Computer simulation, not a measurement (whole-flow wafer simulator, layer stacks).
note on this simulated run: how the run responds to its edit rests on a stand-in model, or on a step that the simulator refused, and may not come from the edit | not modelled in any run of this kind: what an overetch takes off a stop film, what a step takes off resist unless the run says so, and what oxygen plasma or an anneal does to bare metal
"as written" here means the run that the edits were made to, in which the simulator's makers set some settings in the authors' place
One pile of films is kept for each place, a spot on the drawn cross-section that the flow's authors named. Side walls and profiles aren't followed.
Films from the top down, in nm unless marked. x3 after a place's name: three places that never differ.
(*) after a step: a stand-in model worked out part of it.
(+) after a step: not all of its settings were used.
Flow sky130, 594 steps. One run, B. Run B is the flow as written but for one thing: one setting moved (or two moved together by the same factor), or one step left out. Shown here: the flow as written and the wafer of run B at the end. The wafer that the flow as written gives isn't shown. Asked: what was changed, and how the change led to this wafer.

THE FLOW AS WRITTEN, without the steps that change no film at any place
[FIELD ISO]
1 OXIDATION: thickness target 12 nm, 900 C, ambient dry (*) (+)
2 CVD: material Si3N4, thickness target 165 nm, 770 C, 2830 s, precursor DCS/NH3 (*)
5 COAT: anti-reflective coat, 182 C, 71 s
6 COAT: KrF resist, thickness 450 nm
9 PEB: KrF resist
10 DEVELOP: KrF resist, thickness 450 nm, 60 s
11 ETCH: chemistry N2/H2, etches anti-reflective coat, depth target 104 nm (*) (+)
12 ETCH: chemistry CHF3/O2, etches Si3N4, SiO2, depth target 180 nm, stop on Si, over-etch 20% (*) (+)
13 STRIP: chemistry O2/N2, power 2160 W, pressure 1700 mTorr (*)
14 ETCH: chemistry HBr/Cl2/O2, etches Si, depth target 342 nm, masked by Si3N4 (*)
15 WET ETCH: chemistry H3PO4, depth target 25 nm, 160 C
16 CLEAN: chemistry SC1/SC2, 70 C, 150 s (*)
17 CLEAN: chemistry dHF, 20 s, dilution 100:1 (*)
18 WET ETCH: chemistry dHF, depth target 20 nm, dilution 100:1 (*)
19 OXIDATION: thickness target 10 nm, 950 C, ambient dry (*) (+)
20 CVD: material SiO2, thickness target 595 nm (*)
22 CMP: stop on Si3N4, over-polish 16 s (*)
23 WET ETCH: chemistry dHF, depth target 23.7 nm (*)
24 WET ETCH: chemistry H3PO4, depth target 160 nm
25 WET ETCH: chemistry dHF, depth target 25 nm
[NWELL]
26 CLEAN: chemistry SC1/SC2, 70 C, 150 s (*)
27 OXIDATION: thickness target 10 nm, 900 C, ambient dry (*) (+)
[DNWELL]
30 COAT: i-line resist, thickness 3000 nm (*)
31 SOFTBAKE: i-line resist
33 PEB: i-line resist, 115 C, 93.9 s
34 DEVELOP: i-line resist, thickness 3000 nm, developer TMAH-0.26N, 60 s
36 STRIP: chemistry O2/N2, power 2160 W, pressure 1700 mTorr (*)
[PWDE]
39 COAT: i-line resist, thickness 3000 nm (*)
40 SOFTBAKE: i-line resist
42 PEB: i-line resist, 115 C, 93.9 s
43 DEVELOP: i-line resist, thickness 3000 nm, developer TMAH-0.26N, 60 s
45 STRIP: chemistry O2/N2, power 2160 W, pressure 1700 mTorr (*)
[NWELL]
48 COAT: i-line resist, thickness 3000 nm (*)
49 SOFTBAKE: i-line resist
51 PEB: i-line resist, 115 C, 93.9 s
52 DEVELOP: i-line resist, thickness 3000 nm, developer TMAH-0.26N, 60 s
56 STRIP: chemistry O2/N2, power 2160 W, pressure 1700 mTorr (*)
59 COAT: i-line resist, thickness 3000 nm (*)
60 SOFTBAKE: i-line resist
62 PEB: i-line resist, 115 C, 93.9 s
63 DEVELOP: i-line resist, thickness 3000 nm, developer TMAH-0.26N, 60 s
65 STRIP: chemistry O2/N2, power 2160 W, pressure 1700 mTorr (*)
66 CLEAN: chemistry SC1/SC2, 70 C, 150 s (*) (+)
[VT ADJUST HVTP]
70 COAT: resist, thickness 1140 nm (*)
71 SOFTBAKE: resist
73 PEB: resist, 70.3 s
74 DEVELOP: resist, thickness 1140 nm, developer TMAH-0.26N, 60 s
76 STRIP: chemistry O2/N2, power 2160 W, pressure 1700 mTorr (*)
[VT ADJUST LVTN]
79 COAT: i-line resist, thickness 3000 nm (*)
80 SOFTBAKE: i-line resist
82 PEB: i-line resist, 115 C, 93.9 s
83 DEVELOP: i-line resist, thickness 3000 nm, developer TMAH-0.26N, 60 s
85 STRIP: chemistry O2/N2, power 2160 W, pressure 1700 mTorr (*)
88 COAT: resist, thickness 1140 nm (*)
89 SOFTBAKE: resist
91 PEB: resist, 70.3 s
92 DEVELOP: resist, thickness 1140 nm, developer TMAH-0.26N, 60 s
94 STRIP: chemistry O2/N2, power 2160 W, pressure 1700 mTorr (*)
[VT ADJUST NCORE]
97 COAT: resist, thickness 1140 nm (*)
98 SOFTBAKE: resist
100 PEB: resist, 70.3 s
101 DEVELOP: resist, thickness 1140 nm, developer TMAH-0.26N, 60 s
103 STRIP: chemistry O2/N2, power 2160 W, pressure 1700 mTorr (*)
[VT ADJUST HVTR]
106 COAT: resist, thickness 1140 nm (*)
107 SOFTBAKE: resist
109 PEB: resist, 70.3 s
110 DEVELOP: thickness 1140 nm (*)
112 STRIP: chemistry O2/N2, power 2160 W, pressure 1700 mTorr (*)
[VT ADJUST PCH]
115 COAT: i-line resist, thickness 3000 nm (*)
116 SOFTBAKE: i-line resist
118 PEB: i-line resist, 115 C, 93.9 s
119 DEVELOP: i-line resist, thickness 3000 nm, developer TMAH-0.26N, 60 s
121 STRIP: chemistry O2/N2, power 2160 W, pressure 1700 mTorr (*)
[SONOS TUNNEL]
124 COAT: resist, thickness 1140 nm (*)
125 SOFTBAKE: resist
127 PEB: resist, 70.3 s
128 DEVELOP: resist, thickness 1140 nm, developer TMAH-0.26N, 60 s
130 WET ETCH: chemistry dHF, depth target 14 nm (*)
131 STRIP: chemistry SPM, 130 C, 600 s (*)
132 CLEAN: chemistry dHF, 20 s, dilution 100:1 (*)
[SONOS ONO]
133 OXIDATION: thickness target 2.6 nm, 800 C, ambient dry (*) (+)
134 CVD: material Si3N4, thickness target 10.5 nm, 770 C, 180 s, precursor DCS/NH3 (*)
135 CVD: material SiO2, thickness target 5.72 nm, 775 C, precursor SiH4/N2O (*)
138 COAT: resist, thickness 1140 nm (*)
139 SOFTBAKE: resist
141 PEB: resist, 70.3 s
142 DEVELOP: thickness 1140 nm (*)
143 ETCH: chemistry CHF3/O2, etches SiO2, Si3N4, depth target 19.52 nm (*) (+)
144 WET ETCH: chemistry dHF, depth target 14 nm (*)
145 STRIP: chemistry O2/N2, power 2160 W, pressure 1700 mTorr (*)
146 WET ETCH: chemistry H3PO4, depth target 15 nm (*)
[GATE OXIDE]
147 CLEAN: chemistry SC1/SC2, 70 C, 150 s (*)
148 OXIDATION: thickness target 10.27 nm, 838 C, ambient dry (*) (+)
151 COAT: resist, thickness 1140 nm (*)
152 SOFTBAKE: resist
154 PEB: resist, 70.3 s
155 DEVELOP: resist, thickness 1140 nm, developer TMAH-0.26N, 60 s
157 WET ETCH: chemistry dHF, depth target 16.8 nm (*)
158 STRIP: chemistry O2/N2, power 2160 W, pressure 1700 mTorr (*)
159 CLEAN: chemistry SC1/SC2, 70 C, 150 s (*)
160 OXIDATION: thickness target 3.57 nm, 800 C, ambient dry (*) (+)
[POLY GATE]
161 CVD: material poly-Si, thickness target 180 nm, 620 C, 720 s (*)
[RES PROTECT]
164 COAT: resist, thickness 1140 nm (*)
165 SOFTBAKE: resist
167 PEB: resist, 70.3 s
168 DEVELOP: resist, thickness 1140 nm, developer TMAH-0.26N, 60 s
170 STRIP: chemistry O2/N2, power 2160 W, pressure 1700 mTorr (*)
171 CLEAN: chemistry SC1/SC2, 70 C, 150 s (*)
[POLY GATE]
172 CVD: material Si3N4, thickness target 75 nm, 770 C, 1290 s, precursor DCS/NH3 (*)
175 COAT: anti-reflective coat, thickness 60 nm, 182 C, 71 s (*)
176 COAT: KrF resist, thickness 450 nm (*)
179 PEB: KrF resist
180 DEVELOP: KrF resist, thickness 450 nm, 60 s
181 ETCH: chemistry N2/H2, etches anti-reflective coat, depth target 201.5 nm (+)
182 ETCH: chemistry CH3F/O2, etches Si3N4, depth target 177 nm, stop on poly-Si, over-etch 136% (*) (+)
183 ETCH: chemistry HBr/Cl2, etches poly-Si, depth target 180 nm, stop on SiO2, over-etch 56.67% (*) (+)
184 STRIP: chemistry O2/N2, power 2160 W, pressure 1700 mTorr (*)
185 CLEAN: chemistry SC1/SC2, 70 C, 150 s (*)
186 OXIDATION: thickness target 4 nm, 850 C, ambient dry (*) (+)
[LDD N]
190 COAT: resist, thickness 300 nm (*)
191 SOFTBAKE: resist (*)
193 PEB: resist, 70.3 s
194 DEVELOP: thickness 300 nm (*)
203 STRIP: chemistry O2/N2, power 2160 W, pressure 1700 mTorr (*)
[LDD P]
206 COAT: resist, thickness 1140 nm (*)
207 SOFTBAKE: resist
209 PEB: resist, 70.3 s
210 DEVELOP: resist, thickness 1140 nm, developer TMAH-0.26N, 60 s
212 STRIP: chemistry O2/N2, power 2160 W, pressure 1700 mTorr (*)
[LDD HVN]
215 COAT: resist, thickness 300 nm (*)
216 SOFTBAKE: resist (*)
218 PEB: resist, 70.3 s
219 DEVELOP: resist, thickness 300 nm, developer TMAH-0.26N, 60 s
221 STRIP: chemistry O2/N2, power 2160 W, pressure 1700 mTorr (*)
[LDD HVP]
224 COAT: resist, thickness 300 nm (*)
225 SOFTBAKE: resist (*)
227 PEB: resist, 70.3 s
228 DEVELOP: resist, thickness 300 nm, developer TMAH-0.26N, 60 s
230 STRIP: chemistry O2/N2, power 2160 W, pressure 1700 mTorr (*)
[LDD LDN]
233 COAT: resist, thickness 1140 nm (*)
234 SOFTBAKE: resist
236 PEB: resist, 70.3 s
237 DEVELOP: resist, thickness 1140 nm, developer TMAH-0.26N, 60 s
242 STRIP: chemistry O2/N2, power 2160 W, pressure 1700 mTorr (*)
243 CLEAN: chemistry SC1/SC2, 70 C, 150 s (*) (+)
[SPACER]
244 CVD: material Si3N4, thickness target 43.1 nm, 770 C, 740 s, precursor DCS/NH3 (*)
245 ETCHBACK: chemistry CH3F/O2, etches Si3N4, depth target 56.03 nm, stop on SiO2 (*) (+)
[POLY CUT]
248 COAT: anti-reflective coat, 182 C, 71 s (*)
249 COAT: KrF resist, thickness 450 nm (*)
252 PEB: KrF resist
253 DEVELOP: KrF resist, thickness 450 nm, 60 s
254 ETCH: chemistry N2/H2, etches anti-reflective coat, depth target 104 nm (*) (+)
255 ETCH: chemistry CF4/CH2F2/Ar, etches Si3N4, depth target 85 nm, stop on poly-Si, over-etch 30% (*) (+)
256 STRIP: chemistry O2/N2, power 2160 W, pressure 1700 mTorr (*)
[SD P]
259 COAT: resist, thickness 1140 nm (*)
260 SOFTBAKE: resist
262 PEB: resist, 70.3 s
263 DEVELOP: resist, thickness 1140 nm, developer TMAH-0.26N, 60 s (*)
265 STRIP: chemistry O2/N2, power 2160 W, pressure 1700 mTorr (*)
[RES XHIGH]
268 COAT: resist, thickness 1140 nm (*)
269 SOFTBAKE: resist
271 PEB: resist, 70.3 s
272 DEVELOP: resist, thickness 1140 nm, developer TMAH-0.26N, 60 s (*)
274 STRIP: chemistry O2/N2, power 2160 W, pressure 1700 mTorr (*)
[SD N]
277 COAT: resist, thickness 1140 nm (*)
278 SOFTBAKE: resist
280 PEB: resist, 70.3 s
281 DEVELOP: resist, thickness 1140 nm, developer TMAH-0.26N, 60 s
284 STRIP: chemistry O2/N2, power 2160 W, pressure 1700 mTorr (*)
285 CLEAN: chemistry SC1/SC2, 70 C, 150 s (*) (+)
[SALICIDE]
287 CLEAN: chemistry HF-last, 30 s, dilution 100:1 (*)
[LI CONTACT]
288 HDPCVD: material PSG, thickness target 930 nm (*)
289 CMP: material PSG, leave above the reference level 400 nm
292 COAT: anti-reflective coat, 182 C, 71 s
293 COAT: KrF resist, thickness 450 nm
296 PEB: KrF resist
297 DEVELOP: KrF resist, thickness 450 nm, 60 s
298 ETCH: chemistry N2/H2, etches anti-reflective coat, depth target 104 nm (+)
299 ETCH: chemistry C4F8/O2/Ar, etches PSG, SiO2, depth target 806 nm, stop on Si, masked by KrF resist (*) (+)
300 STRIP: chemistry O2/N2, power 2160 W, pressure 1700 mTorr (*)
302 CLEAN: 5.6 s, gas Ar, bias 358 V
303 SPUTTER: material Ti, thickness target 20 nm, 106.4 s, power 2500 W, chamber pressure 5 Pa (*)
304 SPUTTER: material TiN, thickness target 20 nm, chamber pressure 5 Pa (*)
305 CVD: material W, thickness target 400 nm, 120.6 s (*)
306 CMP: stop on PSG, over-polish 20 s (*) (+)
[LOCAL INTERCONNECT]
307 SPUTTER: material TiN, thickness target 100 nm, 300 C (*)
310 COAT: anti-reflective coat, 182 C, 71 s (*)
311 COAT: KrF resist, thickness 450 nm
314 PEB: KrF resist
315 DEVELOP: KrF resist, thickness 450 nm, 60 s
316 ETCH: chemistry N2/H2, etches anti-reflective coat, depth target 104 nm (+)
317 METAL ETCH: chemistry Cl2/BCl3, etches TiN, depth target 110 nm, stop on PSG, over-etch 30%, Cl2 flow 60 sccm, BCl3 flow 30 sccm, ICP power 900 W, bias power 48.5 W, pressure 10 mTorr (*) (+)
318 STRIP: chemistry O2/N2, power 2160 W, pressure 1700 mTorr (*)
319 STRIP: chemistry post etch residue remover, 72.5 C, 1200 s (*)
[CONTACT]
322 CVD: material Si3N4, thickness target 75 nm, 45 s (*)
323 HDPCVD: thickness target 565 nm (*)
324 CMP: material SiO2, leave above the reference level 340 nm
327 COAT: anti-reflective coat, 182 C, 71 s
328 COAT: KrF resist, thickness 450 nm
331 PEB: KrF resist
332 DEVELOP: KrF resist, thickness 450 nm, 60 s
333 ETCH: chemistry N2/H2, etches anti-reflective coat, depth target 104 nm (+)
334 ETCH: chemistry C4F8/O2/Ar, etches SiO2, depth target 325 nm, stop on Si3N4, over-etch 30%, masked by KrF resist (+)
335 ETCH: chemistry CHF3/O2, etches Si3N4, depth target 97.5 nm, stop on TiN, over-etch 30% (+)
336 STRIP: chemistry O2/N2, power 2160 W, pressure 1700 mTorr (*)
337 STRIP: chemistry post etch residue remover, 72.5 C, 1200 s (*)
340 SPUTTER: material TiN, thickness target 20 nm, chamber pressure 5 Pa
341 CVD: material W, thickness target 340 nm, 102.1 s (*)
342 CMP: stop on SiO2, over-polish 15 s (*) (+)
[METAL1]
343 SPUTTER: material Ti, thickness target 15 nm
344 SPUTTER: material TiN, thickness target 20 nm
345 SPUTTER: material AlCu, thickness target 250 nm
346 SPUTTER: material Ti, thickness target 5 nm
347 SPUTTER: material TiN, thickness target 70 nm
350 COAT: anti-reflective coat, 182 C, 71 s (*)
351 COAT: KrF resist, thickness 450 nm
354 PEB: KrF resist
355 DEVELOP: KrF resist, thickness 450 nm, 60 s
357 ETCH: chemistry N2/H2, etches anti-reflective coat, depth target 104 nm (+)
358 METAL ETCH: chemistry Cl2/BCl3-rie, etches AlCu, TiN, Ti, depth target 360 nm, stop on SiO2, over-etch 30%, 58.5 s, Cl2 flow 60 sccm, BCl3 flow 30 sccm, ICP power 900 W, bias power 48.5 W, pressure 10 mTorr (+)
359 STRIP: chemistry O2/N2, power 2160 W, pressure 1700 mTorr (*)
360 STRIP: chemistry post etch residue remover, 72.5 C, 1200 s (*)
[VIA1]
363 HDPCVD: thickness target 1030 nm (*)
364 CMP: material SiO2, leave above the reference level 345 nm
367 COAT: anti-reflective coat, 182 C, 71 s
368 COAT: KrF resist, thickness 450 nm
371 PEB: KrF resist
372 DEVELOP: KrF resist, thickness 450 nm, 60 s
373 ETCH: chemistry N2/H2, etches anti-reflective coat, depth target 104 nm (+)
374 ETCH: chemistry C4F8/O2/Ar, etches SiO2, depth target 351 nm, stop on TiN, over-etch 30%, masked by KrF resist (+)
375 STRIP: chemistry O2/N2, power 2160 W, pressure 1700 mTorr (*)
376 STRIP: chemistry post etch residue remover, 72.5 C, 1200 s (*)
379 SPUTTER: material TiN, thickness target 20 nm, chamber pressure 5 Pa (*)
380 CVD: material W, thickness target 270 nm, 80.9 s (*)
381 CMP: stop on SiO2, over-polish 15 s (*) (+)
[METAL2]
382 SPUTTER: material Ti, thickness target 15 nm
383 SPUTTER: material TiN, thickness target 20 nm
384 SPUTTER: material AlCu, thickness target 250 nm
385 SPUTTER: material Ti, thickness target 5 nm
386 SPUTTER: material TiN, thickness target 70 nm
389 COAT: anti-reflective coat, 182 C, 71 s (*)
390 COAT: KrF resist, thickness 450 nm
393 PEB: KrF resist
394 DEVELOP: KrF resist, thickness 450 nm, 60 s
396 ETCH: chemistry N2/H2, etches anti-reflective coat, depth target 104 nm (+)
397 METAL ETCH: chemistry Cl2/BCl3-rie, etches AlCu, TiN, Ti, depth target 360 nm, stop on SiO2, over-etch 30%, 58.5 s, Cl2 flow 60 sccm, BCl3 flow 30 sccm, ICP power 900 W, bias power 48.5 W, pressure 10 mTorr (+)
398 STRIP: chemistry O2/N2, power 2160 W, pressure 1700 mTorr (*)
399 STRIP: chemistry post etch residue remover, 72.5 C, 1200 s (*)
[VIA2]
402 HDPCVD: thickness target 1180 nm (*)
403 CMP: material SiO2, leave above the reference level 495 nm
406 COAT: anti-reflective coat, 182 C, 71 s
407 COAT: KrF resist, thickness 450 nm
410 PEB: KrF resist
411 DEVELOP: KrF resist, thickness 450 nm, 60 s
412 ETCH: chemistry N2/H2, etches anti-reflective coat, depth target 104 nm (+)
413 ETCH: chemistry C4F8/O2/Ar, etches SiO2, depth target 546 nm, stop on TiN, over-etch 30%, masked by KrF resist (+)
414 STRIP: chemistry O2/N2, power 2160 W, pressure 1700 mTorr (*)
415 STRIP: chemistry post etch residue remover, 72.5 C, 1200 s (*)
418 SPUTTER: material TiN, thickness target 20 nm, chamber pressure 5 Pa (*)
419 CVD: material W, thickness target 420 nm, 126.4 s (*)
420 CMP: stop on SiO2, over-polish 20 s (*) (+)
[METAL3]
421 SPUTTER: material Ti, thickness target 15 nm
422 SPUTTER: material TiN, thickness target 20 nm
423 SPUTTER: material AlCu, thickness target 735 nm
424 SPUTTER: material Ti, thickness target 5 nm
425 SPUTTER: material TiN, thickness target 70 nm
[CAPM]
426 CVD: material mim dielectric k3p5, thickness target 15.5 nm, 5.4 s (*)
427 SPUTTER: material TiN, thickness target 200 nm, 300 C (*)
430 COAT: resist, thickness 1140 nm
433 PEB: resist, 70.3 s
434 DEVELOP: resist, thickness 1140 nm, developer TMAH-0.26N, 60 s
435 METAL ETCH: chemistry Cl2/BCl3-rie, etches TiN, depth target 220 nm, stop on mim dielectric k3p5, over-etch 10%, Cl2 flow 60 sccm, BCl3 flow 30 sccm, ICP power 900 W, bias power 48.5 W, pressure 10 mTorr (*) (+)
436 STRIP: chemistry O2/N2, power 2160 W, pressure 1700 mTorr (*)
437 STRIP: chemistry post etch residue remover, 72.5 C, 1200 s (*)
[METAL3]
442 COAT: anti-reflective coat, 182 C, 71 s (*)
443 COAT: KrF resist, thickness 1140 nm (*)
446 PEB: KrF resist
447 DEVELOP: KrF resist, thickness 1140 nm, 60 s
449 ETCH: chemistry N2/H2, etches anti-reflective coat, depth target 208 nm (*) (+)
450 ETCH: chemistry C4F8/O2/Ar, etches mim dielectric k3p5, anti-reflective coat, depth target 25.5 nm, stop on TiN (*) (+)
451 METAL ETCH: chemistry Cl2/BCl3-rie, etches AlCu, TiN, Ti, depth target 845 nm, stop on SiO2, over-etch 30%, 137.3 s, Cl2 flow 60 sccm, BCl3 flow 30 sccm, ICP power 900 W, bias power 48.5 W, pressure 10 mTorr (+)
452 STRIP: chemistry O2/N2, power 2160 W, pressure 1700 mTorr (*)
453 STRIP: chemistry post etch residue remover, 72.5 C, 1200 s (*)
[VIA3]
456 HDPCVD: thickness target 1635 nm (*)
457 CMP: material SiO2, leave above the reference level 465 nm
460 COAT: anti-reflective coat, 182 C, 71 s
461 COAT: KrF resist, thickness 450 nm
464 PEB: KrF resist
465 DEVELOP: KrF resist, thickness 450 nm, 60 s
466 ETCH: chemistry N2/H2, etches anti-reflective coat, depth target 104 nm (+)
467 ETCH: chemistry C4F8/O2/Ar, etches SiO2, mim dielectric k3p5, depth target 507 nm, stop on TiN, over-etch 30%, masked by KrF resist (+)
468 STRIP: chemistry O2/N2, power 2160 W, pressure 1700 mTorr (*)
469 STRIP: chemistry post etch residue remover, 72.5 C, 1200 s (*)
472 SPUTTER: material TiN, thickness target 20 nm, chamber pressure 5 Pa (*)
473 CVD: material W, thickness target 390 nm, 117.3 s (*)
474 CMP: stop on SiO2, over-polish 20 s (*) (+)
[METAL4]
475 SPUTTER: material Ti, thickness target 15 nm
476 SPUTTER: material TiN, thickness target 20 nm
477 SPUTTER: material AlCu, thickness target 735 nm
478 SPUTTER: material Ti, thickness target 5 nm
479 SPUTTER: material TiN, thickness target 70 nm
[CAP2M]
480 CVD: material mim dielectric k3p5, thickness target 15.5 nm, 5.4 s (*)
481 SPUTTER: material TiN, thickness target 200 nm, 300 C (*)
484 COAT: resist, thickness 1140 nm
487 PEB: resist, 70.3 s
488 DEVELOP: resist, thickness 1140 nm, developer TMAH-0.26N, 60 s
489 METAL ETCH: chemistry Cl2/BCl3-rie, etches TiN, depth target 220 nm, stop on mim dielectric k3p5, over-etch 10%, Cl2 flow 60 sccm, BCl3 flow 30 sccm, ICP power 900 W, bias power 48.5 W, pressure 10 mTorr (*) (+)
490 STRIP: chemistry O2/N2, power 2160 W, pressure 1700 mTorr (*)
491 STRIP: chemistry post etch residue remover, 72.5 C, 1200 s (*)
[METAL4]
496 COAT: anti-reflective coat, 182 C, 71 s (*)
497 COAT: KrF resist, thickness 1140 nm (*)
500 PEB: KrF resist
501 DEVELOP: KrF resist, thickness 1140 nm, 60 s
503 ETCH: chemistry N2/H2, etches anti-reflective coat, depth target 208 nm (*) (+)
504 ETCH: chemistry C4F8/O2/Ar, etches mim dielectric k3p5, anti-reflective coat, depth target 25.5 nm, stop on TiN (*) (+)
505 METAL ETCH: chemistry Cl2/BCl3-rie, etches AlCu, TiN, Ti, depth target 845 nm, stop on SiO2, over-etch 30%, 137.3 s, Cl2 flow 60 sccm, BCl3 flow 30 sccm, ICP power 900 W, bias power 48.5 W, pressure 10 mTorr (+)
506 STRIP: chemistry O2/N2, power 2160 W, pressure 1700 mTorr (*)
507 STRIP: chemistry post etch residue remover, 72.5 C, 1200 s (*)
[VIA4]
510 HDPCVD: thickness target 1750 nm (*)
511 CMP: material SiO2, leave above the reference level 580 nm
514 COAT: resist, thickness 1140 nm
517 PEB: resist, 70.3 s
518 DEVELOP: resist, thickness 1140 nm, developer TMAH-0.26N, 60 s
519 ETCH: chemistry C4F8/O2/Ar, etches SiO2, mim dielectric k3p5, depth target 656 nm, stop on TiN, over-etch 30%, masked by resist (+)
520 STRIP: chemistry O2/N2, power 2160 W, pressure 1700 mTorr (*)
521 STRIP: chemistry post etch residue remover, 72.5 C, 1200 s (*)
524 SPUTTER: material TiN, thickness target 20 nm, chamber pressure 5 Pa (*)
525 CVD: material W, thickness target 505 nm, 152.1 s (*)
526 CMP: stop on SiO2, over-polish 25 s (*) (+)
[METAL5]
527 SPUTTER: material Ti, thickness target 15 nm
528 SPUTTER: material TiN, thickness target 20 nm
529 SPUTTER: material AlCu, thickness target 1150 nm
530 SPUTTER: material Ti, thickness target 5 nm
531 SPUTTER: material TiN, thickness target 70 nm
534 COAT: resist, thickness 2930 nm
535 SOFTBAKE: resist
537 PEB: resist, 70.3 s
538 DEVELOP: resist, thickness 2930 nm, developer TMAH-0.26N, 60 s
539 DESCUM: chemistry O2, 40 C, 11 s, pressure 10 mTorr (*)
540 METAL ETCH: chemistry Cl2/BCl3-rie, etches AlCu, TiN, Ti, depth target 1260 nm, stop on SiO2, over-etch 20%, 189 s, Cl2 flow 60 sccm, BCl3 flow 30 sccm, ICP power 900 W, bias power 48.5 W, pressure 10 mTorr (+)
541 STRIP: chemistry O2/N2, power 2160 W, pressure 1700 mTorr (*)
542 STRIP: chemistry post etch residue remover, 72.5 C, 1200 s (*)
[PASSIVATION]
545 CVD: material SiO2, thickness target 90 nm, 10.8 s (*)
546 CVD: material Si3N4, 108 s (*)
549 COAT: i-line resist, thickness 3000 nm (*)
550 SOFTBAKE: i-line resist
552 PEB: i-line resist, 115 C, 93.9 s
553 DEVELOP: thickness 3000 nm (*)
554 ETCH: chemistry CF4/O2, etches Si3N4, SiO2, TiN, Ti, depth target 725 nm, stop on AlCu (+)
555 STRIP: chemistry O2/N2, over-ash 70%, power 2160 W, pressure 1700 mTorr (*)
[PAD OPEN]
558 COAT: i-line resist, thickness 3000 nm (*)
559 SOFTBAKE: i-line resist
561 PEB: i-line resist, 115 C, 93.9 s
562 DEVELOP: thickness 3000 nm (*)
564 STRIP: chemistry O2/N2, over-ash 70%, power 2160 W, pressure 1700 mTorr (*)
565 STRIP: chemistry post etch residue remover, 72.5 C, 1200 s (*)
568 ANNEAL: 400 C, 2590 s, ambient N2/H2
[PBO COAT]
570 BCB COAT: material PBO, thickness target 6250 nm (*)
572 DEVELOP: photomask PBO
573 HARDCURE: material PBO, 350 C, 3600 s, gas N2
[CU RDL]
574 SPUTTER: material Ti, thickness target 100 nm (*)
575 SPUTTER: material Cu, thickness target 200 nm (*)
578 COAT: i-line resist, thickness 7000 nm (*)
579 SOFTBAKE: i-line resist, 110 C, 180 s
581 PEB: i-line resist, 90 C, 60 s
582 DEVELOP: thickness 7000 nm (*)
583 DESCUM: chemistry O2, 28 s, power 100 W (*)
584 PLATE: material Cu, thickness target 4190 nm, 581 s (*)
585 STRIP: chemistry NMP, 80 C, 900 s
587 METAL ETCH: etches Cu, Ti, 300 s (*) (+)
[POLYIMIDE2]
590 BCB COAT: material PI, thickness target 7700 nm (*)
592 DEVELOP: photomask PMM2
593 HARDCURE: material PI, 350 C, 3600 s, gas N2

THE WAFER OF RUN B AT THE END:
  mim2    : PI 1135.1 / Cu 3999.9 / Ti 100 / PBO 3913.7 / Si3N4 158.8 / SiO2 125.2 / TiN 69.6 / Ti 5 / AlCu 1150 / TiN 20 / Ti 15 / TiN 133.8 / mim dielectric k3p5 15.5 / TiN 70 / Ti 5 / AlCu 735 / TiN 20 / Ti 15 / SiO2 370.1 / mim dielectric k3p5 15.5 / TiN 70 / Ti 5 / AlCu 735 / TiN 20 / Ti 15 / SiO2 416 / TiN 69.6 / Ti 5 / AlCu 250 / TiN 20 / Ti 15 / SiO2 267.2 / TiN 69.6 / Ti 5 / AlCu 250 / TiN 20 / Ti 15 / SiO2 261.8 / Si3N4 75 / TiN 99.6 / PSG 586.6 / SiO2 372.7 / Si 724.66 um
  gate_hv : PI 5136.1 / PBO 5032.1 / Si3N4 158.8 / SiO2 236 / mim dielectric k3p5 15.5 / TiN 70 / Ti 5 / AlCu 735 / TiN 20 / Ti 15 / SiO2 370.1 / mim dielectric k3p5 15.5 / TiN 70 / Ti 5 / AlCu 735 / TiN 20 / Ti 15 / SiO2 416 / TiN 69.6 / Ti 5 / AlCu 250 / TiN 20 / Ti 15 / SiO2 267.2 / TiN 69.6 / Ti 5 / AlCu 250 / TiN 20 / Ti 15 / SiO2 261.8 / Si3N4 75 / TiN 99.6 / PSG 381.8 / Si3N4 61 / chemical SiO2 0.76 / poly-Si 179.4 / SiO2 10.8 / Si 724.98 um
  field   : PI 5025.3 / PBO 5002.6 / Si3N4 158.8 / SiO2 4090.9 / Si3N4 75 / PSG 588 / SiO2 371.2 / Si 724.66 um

The cause: step 511, CMP: leave above the reference level 232 nm was run, where the flow has leave above the reference level 580 nm.

How the change led to this, step by step:
  511 CMP: material SiO2, leave above the reference level 580 nm
      mim2: SiO2 -1750 (all of it), TiN -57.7 (as written it would be: SiO2 -1459.7)
      n_well, p_well, gate_hv and 99 more: SiO2 -1608.5 (as written it would be: SiO2 -1260.5)
      (and at 90 more places)
  519 ETCH: chemistry C4F8/O2/Ar, etches SiO2, mim dielectric k3p5, depth target 656 nm, stop on TiN, over-etch 30%, masked by resist (+)
      field, active, n_well and 188 more: resist -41 (as written it would be: resist -131.2)
      m1: SiO2 -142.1 (all of it), mim dielectric k3p5 -15.5 (all of it) (as written it would be: SiO2 -490.1 (all of it), mim dielectric k3p5 -15.5 (all of it))
      (and at 1 more place)
  520 STRIP: chemistry O2/N2, power 2160 W, pressure 1700 mTorr (*)
      field, active, n_well and 188 more: resist -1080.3 (all of it) (as written it would be: resist -990.1 (all of it))
  524 SPUTTER: material TiN, thickness target 20 nm, chamber pressure 5 Pa (*)
      mim2: TiN +20 (as written it would be: TiN +20 (new film))
      m1, via4_hole: TiN +18.2 (as written it would be: TiN +15.3)
  525 CVD: material W, thickness target 505 nm, 152.1 s (*)
      m1: W +505 (new film) (as written it would be: W +1015.8 (new film))
      via4_hole: W +505 (new film) (as written it would be: W +1015.2 (new film))
  526 CMP: stop on SiO2, over-polish 25 s (*) (+)
      mim2: W -505 (all of it), TiN -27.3 (as written it would be: W -505 (all of it), TiN -20 (all of it), SiO2 -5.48)
      m1: W -372.8 (as written it would be: W -532.7)
      (and at 1 more place)
Counting metal films that touch as one body, mim2 has 7 bodies (between them, from the top down: PBO 3913.7 / Si3N4 158.8 / SiO2 125.2; mim dielectric k3p5 15.5; SiO2 370.1 / mim dielectric k3p5 15.5; SiO2 416; SiO2 267.2; SiO2 261.8 / Si3N4 75); the flow as written gives 8 bodies (between them, from the top down: PBO 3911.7 / Si3N4 158.8 / SiO2 125.2; SiO2 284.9; mim dielectric k3p5 15.5; SiO2 370.1 / mim dielectric k3p5 15.5; SiO2 416; SiO2 267.2; SiO2 261.8 / Si3N4 75).
